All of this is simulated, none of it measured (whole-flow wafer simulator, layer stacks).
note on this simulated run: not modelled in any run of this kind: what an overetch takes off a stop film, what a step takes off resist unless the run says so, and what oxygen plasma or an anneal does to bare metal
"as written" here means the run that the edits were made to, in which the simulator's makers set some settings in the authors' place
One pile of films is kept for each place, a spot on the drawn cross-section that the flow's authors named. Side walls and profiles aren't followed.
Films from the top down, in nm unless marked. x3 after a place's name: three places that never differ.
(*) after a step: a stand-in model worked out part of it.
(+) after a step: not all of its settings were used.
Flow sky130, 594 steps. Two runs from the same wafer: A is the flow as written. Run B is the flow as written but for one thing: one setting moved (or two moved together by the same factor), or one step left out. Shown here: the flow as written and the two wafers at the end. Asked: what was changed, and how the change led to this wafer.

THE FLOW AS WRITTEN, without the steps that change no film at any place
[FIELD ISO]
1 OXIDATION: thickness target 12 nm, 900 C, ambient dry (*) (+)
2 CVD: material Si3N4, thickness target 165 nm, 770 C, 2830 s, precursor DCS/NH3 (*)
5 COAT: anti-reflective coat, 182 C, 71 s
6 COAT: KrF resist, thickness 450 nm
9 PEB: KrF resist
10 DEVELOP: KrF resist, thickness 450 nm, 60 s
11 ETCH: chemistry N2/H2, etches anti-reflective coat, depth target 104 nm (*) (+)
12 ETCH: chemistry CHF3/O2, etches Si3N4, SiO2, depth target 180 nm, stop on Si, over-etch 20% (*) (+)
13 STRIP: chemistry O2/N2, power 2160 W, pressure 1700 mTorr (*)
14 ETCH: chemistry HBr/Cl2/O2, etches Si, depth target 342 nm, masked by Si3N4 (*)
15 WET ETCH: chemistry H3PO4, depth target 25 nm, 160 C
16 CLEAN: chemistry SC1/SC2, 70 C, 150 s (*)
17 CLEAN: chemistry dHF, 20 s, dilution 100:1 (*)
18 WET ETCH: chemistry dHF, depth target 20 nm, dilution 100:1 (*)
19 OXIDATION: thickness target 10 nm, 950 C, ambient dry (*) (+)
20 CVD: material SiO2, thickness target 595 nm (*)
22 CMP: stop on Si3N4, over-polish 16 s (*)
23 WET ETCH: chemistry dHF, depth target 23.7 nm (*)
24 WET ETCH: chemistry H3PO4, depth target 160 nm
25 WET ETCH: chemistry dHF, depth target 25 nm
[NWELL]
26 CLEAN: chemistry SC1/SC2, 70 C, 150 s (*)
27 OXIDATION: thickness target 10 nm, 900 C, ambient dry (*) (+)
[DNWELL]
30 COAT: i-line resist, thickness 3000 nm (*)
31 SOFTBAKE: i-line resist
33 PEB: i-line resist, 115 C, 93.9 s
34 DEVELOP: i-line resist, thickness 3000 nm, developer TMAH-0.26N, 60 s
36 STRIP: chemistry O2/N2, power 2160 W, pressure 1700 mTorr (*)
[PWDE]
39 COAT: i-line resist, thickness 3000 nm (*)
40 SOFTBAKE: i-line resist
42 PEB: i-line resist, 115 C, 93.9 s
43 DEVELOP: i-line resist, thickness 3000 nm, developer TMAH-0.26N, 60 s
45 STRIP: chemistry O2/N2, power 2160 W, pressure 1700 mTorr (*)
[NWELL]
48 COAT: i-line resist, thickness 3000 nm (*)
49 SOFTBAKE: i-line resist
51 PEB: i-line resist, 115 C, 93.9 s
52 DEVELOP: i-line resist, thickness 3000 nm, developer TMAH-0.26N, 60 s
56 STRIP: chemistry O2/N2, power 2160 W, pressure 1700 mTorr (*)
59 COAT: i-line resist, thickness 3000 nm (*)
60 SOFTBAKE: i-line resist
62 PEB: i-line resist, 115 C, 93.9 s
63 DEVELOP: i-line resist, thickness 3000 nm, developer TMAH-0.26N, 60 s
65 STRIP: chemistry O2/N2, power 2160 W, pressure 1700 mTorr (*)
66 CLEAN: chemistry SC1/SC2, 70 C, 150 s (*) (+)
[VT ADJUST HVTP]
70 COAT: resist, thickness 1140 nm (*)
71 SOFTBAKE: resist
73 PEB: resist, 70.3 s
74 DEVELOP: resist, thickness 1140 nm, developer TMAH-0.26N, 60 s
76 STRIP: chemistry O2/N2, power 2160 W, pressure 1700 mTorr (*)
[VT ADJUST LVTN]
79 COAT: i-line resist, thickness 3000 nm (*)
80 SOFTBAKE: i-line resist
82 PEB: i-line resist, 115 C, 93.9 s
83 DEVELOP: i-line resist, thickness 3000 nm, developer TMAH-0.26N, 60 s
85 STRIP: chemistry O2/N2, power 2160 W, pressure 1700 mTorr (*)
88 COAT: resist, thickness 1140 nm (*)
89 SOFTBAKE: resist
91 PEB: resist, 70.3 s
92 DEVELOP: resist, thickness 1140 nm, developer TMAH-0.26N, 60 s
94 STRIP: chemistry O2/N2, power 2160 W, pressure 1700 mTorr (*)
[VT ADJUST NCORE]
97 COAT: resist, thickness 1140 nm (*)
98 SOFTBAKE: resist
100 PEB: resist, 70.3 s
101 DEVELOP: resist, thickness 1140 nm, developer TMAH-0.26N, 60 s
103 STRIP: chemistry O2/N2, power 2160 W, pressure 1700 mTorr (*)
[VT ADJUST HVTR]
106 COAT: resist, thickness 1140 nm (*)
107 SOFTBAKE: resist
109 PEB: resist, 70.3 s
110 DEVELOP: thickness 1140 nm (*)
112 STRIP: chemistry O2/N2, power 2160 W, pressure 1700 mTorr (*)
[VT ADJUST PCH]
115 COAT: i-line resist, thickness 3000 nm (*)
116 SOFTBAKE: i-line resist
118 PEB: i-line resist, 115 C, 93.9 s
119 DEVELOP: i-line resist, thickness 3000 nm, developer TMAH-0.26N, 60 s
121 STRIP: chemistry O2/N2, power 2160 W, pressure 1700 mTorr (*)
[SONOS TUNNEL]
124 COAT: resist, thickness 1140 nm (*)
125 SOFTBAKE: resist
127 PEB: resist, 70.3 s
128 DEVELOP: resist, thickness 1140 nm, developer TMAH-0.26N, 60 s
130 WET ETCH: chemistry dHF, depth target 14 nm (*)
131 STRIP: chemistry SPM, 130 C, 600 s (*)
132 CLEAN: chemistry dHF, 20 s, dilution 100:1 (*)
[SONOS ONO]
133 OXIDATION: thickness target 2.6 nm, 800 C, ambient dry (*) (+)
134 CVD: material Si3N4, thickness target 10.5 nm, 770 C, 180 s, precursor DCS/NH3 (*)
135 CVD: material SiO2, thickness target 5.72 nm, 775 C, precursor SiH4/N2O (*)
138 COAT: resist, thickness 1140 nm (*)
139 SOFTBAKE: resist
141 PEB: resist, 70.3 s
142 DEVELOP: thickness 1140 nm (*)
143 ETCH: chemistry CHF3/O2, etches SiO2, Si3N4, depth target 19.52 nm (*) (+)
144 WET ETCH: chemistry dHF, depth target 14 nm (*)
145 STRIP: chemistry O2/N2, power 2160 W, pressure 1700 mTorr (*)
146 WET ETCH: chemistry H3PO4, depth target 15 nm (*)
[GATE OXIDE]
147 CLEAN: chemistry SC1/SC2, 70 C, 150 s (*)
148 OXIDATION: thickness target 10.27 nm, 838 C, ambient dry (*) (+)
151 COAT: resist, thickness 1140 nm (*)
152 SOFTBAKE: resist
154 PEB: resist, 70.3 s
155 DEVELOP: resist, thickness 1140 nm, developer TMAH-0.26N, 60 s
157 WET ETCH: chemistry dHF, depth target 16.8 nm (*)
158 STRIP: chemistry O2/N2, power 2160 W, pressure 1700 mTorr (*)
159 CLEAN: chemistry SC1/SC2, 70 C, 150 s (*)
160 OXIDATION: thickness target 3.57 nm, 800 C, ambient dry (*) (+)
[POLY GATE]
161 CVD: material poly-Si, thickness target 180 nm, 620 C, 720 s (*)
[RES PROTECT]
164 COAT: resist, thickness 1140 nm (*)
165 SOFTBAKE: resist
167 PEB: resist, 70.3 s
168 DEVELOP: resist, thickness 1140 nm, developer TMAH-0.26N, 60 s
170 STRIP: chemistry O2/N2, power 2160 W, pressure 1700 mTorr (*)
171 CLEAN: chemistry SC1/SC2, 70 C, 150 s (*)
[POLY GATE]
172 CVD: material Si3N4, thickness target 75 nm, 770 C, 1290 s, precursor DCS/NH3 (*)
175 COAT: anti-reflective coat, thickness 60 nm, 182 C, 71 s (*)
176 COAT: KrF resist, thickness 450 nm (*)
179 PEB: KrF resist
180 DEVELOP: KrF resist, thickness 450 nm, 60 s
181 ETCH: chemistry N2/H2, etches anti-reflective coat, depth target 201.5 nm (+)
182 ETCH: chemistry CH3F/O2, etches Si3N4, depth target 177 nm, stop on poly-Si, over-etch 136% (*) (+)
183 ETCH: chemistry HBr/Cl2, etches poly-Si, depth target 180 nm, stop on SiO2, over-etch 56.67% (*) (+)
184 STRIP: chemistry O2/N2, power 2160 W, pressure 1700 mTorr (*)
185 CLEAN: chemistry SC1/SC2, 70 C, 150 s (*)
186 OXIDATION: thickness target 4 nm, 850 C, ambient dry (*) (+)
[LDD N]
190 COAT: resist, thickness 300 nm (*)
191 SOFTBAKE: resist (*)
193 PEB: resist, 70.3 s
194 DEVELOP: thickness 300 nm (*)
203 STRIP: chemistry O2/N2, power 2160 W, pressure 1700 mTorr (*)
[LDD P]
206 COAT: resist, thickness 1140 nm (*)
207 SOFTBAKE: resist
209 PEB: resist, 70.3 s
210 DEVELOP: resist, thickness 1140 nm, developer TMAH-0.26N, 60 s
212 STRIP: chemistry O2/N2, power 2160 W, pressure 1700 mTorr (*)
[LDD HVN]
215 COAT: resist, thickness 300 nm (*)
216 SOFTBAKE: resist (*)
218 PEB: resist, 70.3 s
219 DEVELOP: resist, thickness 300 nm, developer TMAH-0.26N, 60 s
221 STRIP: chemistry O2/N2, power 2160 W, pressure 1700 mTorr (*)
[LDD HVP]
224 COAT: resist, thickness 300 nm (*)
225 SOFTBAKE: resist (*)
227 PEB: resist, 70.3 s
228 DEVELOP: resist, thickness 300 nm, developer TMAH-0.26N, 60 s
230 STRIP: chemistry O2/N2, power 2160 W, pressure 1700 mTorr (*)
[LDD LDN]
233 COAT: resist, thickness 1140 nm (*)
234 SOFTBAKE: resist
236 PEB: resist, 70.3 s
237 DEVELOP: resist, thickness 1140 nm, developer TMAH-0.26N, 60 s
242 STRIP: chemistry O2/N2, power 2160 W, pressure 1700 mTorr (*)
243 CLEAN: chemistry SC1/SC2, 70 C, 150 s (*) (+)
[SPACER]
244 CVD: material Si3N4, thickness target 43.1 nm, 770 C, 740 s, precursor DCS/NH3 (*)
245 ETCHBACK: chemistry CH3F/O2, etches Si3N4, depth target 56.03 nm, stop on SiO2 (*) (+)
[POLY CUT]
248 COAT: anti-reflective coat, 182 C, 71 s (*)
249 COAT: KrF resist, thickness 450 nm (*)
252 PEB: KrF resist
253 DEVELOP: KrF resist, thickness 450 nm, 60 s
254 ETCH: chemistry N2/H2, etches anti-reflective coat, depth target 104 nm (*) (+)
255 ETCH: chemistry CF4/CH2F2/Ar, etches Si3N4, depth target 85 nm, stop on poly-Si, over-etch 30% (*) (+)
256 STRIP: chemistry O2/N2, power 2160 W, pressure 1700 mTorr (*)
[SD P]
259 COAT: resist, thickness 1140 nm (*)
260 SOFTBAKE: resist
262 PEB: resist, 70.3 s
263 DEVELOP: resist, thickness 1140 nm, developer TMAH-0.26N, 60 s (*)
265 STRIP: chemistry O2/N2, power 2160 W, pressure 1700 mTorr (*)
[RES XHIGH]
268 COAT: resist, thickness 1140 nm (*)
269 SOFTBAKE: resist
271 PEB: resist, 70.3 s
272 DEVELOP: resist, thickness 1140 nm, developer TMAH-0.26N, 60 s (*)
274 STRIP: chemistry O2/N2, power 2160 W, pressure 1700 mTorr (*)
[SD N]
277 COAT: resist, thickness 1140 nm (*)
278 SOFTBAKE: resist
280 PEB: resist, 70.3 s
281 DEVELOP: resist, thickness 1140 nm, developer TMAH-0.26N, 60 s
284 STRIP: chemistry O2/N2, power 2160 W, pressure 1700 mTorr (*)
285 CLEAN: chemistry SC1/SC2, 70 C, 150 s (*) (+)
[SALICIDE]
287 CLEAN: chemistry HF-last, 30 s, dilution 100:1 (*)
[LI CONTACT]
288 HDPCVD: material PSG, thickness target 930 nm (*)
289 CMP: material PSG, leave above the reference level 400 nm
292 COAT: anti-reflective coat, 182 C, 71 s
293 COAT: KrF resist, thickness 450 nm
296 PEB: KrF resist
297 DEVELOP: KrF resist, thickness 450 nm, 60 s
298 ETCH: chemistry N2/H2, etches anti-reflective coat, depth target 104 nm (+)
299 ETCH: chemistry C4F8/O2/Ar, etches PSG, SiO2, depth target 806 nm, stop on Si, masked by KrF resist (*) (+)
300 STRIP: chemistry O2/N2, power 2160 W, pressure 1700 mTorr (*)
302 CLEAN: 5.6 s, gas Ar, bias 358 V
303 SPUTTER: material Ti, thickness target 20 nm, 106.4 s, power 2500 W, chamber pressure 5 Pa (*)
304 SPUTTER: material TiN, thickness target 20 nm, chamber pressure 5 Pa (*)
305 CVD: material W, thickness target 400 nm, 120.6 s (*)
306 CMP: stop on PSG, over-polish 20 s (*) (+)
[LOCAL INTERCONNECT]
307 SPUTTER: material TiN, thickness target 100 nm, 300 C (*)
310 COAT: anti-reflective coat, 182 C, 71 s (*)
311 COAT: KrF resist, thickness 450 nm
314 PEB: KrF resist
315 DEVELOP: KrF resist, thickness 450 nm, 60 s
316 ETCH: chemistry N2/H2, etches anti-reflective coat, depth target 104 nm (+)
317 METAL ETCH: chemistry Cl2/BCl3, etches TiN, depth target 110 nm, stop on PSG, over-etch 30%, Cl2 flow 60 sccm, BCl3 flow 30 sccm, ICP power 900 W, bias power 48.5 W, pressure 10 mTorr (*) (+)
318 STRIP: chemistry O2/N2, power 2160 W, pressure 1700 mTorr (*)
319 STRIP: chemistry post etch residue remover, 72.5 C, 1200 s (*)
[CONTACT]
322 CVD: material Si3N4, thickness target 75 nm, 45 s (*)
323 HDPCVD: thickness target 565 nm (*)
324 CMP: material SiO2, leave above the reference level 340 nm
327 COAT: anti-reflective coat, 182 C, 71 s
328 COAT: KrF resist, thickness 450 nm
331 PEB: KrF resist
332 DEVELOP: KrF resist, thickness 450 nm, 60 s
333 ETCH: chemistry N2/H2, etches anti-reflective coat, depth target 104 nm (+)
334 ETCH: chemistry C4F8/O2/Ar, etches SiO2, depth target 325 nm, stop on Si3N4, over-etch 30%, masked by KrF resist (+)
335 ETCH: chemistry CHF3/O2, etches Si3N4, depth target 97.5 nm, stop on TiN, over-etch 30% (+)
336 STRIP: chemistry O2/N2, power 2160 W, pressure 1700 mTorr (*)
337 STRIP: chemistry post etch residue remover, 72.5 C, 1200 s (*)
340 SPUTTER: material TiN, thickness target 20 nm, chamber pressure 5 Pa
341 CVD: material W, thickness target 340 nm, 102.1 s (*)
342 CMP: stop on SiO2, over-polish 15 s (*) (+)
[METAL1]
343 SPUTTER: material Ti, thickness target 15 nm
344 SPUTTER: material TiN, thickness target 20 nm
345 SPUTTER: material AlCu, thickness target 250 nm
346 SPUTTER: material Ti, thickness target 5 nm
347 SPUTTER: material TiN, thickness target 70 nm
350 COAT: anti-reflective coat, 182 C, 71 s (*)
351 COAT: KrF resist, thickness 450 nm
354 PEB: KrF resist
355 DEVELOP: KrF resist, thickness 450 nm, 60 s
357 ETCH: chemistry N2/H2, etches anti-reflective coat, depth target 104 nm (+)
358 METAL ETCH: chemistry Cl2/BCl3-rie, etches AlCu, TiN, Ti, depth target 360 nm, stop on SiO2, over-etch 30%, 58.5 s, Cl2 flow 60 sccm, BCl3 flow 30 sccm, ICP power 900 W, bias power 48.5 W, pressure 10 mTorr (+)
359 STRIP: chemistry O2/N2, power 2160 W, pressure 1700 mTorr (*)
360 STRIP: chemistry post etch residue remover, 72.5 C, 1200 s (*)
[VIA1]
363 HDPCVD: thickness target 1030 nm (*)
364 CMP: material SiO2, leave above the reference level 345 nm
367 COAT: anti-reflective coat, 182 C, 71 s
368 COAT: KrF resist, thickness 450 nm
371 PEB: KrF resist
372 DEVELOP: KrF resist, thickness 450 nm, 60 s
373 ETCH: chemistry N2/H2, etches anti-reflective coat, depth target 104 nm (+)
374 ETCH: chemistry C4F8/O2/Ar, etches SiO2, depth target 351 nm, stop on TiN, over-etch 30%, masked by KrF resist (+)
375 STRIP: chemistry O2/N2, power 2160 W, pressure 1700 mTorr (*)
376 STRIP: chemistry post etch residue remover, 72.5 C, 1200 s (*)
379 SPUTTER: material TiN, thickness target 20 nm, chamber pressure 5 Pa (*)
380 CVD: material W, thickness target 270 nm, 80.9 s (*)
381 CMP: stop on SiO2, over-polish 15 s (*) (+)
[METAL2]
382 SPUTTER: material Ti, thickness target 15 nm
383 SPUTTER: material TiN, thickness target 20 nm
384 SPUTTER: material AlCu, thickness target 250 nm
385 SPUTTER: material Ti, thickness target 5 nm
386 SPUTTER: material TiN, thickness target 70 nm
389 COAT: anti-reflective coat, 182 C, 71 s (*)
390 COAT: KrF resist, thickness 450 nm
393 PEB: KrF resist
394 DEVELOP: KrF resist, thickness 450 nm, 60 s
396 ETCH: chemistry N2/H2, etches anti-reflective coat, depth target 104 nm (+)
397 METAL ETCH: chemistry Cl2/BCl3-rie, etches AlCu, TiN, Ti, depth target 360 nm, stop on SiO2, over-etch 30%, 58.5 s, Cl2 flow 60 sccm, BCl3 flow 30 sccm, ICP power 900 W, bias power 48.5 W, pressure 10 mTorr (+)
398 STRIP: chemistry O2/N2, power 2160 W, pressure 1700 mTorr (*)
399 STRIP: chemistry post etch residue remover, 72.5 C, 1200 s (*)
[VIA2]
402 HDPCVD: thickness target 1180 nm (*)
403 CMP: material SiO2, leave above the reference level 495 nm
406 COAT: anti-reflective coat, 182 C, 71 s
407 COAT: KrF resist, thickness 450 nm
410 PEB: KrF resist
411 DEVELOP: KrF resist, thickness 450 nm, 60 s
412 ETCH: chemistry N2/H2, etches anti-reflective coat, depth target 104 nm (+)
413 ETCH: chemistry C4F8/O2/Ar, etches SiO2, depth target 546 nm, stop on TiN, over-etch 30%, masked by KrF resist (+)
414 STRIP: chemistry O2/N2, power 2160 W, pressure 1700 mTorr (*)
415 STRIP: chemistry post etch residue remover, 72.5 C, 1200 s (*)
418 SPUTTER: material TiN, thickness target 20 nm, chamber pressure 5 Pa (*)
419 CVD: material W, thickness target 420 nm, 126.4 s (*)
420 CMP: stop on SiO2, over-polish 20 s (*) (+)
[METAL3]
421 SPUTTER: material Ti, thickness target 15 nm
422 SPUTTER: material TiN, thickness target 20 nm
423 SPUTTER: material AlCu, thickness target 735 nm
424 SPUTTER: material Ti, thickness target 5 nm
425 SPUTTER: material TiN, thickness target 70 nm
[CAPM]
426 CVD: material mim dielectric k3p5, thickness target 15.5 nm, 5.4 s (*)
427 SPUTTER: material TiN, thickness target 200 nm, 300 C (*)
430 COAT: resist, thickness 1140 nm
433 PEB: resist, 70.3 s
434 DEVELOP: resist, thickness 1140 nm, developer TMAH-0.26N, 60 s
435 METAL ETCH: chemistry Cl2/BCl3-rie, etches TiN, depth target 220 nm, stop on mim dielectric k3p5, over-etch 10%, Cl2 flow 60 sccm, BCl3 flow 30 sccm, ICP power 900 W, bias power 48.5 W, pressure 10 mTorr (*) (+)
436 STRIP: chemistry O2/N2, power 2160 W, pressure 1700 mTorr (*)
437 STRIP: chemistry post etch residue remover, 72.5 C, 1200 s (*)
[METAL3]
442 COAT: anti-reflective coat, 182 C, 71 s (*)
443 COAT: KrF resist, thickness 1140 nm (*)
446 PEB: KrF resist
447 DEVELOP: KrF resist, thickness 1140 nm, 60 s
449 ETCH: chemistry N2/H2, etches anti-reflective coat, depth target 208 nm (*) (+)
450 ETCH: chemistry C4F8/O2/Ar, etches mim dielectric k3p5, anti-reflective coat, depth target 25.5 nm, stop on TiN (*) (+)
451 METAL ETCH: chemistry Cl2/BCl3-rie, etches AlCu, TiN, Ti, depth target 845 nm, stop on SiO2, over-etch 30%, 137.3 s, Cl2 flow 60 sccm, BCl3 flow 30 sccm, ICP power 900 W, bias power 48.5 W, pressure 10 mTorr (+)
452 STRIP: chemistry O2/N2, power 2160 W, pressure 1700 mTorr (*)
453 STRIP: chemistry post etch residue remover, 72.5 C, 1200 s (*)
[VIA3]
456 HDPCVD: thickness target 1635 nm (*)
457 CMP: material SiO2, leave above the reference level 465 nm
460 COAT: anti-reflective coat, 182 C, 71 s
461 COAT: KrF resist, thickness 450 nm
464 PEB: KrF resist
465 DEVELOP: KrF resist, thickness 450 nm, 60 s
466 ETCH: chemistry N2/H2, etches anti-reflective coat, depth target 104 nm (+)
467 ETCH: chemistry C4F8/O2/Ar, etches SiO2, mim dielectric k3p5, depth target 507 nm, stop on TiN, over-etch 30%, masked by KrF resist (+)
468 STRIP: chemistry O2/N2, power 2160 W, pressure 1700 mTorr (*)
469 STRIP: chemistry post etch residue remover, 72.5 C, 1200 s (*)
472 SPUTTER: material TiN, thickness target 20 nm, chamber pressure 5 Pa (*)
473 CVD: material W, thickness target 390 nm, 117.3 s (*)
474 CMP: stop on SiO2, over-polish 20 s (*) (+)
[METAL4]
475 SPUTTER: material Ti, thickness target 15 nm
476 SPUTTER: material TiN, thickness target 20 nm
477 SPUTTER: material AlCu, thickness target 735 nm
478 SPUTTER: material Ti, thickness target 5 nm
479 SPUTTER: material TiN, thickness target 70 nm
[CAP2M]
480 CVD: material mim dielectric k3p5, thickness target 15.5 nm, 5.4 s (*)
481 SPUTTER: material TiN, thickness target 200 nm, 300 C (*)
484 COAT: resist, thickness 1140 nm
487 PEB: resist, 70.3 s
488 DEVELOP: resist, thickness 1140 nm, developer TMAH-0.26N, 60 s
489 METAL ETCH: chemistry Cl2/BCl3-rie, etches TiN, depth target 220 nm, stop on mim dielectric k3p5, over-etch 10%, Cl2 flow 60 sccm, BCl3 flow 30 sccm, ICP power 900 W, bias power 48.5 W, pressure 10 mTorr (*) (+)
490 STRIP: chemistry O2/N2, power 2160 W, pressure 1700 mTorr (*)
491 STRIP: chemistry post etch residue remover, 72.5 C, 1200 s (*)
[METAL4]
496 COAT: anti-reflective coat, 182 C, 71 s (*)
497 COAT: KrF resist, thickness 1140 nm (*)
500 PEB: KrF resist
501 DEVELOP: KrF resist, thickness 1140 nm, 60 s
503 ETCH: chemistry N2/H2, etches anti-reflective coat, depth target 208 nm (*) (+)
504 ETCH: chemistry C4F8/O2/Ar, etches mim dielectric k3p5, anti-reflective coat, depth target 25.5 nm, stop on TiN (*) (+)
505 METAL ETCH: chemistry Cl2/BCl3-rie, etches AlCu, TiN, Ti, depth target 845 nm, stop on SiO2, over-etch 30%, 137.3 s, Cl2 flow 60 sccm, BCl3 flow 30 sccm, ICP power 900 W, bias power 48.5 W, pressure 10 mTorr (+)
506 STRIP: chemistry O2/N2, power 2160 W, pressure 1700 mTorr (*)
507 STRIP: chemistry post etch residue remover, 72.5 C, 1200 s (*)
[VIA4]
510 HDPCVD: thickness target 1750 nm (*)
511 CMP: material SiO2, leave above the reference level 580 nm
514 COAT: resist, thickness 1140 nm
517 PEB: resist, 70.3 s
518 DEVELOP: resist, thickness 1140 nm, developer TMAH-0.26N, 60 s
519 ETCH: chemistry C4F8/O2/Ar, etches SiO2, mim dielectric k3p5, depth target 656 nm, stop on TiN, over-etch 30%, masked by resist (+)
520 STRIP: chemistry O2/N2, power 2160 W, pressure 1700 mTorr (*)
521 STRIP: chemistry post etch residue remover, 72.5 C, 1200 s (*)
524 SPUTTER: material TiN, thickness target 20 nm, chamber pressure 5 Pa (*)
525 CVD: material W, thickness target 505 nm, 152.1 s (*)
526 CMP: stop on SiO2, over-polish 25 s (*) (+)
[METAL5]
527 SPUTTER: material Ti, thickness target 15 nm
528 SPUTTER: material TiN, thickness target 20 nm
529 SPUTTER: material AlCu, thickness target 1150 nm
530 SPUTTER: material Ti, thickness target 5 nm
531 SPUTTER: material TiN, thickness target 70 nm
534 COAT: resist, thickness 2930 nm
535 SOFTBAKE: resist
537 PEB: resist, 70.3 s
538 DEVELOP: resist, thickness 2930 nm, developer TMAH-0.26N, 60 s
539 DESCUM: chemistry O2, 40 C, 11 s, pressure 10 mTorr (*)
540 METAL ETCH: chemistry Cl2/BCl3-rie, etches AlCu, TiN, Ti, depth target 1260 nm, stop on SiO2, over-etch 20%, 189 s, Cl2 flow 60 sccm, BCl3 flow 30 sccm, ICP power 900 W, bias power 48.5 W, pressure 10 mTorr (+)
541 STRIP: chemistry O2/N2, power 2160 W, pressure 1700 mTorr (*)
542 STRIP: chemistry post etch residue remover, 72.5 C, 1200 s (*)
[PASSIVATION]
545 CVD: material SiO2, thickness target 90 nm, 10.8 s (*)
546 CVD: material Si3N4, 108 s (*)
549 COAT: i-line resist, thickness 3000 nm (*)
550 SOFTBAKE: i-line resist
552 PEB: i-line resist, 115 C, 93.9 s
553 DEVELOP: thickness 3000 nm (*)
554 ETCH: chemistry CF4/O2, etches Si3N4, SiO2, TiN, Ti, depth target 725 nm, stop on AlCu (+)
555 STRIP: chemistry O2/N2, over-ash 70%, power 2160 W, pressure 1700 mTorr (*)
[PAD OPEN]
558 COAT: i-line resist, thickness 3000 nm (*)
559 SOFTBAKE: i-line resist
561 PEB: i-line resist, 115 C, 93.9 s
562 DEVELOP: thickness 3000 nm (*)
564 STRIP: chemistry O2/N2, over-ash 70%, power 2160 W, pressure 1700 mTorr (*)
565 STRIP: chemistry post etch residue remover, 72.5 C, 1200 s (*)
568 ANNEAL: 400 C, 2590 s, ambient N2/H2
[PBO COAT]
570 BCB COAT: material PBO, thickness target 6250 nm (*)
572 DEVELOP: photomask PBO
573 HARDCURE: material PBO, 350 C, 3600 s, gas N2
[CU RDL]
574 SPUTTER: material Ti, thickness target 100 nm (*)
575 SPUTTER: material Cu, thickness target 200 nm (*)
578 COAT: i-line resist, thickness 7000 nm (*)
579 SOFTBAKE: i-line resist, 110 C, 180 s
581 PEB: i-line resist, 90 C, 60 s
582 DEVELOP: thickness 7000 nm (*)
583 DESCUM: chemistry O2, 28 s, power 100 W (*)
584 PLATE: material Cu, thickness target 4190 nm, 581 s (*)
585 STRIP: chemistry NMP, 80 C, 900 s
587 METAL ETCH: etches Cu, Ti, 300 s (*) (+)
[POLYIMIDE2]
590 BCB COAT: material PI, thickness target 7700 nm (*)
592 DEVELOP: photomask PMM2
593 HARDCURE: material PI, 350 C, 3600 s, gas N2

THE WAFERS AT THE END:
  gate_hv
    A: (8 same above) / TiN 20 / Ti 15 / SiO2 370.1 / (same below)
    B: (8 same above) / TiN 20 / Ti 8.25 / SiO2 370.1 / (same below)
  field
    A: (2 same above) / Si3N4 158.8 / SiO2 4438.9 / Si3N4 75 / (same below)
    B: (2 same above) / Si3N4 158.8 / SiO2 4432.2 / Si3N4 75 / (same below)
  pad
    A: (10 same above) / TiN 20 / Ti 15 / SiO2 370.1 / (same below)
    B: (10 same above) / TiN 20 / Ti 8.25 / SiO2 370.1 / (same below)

The cause: step 475, SPUTTER: thickness target 8.25 nm was run, where the flow has thickness target 15 nm.
It can be read off the wafer: gate_hv has Ti 8.25, and step 475 as written asks for 15 nm.

How the change led to this, step by step:
  475 SPUTTER: material Ti, thickness target 15 nm
      field, active, n_well and 189 more: A Ti +15 (new film) | B Ti +8.25 (new film)
  505 METAL ETCH: chemistry Cl2/BCl3-rie, etches AlCu, TiN, Ti, depth target 845 nm, stop on SiO2, over-etch 30%, 137.3 s, Cl2 flow 60 sccm, BCl3 flow 30 sccm, ICP power 900 W, bias power 48.5 W, pressure 10 mTorr (+)
      field, gate, spacer and 68 more: A TiN -70 (all of it), Ti -5 (all of it), AlCu -735 (all of it), TiN -20 (all of it), Ti -15 (all of it), SiO2 -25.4 | B TiN -70 (all of it), Ti -5 (all of it), AlCu -735 (all of it), TiN -20 (all of it), Ti -8.25 (all of it), SiO2 -26
      active, vpp_iso1, mim_edge_plate and 14 more: A TiN -70 (all of it), Ti -5 (all of it), AlCu -735 (all of it), TiN -20 (all of it), Ti -15 (all of it), SiO2 -25.3 | B TiN -70 (all of it), Ti -5 (all of it), AlCu -735 (all of it), TiN -20 (all of it), Ti -8.25 (all of it), SiO2 -26
